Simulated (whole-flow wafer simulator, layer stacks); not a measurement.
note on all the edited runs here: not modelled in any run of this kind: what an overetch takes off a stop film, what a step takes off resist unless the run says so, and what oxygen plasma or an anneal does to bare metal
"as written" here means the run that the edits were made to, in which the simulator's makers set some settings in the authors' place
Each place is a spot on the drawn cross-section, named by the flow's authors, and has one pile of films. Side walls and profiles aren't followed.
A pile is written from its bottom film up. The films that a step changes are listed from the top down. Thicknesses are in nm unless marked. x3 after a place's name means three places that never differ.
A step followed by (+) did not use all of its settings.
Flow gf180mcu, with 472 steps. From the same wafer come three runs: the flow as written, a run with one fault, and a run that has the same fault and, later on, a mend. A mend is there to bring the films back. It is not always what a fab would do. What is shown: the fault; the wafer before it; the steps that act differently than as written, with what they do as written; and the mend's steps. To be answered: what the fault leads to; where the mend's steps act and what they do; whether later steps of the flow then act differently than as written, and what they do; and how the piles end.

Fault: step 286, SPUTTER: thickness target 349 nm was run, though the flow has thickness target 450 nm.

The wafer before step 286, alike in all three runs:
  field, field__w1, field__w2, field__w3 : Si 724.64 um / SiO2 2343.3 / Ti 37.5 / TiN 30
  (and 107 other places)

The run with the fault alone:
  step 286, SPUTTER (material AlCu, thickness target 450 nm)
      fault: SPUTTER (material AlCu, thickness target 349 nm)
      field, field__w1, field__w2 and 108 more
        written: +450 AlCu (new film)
        fault: +349 AlCu (new film)
  Later steps of the flow acting differently than as written:
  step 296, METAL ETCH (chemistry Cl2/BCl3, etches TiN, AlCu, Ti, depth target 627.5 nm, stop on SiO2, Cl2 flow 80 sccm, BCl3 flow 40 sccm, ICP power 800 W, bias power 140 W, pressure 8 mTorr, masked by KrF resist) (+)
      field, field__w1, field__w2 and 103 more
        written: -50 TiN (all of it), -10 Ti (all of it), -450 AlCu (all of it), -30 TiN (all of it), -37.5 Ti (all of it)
        fault: -50 TiN (all of it), -10 Ti (all of it), -349 AlCu (all of it), -30 TiN (all of it), -37.5 Ti (all of it)
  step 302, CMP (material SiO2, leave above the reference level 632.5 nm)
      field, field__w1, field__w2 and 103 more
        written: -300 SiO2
        fault: -401 SiO2
  By the end, the piles at field__w8, contact, m1, m1__w1, m1_nw depart from the flow's by more than 2% or 0.5 nm, whichever is larger.
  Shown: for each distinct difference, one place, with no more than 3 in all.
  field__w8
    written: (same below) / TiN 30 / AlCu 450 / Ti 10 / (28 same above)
    fault: (same below) / TiN 30 / AlCu 349 / Ti 10 / (28 same above)
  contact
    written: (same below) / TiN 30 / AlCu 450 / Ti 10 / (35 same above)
    fault: (same below) / TiN 30 / AlCu 349 / Ti 10 / (35 same above)

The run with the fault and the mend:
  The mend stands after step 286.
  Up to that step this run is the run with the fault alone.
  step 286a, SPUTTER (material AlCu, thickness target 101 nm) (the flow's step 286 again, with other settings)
      field, field__w1, field__w2 and 108 more
        +101 AlCu
  Later steps of the flow that are run all act as written at every place that is followed.
  The piles end the same as the flow's at every place that both follow.
